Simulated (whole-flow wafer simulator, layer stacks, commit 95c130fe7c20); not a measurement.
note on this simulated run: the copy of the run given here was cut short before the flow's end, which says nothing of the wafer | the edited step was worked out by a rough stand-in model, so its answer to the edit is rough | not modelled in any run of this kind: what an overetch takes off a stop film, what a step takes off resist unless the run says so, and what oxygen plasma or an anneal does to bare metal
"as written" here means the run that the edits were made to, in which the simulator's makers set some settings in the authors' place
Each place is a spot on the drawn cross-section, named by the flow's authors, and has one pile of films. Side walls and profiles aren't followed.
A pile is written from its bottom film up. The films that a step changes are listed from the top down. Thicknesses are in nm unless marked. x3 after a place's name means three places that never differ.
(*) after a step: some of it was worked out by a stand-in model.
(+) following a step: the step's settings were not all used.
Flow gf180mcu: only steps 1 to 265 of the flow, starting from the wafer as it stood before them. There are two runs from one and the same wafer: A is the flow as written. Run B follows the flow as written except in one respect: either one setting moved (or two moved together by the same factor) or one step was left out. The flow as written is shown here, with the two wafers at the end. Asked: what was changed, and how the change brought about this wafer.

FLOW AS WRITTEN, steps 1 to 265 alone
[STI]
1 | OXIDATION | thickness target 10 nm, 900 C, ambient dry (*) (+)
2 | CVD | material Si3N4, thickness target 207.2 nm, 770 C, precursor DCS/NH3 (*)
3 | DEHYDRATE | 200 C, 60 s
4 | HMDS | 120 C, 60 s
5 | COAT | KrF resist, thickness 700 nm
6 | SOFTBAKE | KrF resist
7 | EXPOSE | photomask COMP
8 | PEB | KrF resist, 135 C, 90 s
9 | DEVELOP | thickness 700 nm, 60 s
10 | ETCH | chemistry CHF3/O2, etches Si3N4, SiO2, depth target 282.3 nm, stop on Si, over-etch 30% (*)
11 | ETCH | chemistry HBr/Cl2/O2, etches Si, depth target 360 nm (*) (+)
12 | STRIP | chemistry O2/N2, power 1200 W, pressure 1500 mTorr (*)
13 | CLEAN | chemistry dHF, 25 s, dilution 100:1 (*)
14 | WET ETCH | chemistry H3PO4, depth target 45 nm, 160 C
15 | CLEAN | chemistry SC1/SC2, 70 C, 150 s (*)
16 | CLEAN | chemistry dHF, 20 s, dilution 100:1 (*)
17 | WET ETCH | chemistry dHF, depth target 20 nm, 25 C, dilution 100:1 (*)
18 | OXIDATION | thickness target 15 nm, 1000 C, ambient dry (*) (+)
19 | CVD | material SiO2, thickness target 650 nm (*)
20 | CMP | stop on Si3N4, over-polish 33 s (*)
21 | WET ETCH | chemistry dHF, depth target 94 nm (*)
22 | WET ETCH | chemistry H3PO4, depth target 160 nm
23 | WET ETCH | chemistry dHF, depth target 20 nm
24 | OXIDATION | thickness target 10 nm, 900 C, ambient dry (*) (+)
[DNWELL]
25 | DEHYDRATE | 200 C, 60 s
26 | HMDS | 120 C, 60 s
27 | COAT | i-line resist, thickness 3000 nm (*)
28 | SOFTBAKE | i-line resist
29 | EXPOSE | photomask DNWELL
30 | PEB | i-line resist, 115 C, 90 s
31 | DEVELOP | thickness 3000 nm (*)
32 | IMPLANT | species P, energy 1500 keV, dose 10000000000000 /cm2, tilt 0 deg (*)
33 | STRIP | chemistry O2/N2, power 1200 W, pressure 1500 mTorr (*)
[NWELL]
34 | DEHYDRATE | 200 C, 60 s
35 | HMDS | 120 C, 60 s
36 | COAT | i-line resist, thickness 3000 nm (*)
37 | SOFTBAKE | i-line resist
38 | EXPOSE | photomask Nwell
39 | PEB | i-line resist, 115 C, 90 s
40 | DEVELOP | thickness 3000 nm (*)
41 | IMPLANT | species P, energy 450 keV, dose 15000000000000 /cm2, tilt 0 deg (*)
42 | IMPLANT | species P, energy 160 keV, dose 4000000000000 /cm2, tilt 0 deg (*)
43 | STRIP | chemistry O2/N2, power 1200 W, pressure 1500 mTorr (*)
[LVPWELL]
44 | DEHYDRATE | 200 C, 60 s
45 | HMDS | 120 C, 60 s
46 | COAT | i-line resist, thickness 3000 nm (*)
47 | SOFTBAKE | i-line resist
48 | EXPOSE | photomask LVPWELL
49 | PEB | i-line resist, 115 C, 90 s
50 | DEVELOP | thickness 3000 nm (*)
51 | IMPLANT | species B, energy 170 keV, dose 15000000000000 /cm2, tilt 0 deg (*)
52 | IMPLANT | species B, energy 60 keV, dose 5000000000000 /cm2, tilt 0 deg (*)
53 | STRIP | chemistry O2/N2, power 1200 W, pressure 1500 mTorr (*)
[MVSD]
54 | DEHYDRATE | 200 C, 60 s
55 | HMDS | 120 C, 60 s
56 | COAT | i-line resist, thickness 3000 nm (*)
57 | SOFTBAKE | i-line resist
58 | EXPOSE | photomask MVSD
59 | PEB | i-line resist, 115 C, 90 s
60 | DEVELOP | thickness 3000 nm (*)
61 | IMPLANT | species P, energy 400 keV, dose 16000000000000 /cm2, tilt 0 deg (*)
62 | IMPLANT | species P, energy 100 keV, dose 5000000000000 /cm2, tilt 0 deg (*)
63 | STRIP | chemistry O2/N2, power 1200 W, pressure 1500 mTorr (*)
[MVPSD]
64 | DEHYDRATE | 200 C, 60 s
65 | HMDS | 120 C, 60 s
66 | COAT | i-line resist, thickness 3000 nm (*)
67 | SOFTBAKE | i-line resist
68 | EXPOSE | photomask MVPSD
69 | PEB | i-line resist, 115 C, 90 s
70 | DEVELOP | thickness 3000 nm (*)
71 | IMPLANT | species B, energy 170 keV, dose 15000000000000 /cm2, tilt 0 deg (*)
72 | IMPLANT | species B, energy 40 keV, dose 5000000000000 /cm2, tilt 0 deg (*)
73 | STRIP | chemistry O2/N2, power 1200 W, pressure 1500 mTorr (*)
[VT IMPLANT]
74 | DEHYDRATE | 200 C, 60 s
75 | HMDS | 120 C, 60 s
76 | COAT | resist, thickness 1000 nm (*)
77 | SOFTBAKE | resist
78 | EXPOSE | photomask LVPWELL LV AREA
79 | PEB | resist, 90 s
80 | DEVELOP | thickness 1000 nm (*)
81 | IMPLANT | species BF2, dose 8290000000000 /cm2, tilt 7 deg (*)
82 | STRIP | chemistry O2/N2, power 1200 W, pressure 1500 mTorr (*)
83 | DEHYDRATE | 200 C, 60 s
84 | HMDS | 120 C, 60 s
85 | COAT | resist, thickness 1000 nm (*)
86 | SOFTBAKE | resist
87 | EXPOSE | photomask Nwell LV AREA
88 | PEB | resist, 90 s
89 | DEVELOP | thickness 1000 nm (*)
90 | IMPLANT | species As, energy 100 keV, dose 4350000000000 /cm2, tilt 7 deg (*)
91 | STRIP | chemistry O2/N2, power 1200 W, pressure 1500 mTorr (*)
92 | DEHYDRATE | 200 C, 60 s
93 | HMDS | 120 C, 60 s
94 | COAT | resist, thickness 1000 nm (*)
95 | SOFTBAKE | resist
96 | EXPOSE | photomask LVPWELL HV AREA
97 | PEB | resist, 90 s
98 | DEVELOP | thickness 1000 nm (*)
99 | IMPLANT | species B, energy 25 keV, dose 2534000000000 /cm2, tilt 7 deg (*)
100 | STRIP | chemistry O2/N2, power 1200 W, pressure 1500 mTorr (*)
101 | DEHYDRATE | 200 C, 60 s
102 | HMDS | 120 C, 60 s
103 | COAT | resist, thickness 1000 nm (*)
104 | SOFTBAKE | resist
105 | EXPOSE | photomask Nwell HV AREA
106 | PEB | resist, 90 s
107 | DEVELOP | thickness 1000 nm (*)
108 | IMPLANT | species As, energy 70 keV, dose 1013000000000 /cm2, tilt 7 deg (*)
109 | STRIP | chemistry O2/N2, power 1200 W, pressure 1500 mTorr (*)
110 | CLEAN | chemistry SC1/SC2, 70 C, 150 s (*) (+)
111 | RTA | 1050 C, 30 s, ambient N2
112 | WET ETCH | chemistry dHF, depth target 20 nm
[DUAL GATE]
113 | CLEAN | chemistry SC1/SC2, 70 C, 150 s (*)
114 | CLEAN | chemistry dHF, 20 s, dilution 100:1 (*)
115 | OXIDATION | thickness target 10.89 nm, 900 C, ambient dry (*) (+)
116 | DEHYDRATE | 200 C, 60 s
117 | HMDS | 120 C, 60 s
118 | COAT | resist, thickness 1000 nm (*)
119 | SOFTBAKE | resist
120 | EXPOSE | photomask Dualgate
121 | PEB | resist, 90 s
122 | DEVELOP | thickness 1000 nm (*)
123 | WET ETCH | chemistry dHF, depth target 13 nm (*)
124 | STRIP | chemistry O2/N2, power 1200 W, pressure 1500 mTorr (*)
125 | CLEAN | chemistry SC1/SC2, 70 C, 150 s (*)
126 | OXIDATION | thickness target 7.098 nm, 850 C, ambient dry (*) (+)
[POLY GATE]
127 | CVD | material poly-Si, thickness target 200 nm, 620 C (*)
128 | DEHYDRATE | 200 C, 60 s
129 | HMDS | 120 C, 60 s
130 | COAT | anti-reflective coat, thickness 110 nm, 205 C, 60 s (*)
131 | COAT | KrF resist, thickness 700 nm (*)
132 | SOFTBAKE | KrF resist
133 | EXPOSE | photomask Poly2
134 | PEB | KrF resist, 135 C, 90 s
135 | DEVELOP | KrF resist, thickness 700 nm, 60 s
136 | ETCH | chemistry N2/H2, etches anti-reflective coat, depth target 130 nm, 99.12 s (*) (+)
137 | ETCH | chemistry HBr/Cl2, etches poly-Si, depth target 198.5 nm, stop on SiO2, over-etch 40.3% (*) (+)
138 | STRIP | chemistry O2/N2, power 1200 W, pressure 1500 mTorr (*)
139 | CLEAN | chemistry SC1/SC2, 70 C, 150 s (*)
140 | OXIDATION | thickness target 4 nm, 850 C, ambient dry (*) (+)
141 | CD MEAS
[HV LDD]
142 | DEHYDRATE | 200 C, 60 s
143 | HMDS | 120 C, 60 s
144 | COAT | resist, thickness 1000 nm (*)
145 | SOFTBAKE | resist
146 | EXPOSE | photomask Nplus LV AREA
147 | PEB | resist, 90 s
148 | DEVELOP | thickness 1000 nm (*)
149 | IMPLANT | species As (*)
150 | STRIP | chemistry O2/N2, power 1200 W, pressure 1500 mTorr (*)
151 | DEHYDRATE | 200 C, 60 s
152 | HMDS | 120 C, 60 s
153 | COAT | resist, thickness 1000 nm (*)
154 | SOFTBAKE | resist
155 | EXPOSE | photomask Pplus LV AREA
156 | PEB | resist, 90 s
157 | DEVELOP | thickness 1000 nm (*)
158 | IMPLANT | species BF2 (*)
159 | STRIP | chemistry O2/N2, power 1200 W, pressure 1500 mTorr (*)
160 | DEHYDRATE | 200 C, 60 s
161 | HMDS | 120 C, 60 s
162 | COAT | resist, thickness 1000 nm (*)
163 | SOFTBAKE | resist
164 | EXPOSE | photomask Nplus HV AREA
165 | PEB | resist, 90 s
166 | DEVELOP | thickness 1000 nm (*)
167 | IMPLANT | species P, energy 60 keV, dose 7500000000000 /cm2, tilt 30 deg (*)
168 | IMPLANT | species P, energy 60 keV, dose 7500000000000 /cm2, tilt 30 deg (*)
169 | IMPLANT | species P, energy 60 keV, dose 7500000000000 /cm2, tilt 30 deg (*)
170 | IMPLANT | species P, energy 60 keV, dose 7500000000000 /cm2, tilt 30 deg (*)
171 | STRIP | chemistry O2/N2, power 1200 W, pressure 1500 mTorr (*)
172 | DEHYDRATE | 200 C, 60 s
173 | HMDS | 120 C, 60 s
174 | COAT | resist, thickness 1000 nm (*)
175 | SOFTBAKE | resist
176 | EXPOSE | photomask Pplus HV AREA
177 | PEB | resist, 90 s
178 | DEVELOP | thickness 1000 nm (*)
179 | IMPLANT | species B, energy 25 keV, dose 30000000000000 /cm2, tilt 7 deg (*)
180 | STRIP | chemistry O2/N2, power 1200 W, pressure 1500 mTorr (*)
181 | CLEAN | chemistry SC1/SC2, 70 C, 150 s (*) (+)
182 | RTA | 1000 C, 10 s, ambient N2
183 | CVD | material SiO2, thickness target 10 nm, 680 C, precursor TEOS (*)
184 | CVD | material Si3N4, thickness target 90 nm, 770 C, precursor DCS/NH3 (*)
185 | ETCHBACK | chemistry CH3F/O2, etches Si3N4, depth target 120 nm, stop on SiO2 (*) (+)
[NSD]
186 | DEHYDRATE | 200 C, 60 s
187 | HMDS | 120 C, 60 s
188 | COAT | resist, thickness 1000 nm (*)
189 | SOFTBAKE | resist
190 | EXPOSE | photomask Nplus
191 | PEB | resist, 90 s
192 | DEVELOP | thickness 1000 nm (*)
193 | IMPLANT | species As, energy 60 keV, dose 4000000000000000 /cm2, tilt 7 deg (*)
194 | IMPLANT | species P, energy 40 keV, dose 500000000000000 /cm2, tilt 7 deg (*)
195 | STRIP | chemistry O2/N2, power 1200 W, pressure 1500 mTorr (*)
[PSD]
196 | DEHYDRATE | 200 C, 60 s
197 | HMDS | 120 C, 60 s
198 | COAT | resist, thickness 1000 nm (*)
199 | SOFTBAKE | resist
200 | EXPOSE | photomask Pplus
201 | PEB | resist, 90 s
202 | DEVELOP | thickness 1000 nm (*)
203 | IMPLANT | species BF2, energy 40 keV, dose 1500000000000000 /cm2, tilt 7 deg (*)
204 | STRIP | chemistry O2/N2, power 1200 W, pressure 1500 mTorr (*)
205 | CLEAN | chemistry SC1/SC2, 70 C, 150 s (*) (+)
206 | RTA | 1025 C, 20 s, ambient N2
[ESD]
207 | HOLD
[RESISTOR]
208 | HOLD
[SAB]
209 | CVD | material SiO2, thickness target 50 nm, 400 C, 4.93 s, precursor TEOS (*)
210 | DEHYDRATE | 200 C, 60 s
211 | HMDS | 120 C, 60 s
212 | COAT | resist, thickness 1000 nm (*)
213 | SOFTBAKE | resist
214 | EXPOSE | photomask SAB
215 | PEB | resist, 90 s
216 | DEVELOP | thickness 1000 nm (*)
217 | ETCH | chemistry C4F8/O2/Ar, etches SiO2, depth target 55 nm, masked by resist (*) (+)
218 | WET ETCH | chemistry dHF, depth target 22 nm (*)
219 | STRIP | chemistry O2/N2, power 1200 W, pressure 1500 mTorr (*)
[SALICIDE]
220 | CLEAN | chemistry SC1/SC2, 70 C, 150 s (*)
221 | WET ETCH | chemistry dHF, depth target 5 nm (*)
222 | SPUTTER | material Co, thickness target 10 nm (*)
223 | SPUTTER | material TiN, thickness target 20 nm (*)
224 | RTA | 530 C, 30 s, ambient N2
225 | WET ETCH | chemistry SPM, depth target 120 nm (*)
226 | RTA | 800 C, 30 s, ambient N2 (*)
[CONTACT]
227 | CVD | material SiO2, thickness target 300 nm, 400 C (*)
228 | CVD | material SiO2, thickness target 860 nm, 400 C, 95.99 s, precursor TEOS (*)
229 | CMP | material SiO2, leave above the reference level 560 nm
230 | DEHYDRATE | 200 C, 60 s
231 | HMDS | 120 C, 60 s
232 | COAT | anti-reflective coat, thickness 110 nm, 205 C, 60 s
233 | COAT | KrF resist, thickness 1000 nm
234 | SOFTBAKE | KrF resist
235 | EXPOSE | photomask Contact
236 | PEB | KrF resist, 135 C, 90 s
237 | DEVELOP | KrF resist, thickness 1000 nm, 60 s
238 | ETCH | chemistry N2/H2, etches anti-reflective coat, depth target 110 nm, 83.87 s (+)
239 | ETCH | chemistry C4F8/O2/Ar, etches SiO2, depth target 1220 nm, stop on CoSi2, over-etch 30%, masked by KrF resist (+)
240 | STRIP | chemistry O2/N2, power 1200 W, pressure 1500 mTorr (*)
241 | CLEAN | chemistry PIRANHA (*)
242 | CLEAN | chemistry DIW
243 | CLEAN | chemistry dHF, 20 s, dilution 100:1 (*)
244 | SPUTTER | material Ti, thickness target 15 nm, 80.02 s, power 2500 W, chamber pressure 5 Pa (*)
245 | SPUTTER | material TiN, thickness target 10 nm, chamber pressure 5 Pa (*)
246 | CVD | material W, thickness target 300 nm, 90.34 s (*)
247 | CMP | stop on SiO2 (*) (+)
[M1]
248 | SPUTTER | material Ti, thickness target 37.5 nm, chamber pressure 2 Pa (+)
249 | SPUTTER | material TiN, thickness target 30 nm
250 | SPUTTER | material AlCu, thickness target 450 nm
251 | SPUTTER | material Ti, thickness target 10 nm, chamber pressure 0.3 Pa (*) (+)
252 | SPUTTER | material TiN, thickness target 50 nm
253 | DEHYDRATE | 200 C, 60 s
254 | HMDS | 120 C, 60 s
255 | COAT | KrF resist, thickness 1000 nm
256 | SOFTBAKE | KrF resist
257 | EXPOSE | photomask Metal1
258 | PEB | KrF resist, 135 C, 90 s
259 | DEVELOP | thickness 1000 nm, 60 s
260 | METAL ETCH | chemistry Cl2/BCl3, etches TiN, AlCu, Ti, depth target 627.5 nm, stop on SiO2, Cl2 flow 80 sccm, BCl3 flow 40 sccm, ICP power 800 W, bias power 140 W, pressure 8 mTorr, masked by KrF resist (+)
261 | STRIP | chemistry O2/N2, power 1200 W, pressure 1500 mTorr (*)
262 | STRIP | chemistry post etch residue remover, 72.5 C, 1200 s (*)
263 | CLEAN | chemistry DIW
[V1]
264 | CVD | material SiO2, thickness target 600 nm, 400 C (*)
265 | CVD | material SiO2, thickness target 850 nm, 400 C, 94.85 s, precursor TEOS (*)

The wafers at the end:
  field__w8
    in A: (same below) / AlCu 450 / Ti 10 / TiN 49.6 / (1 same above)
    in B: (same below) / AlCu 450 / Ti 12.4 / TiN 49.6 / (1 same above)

The reason: step 251, SPUTTER: thickness target 12.4 nm was run, whereas the flow has thickness target 10 nm.
The wafer itself shows it: field__w8 has Ti 12.4, and step 251 as written asks for 10 nm.

Step by step, how the change led to this:
  251 | SPUTTER | material Ti, thickness target 10 nm, chamber pressure 0.3 Pa (*) (+)
      field, field__w1, field__w2 and 108 more: A +10 Ti (new film) | B +12.4 Ti (new film)
  260 | METAL ETCH | chemistry Cl2/BCl3, etches TiN, AlCu, Ti, depth target 627.5 nm, stop on SiO2, Cl2 flow 80 sccm, BCl3 flow 40 sccm, ICP power 800 W, bias power 140 W, pressure 8 mTorr, masked by KrF resist (+)
      field, field__w1, field__w2 and 99 more: A -50 TiN (all of it), -10 Ti (all of it), -450 AlCu (all of it), -30 TiN (all of it), -37.5 Ti (all of it) | B -50 TiN (all of it), -12.4 Ti (all of it), -450 AlCu (all of it), -30 TiN (all of it), -37.5 Ti (all of it)
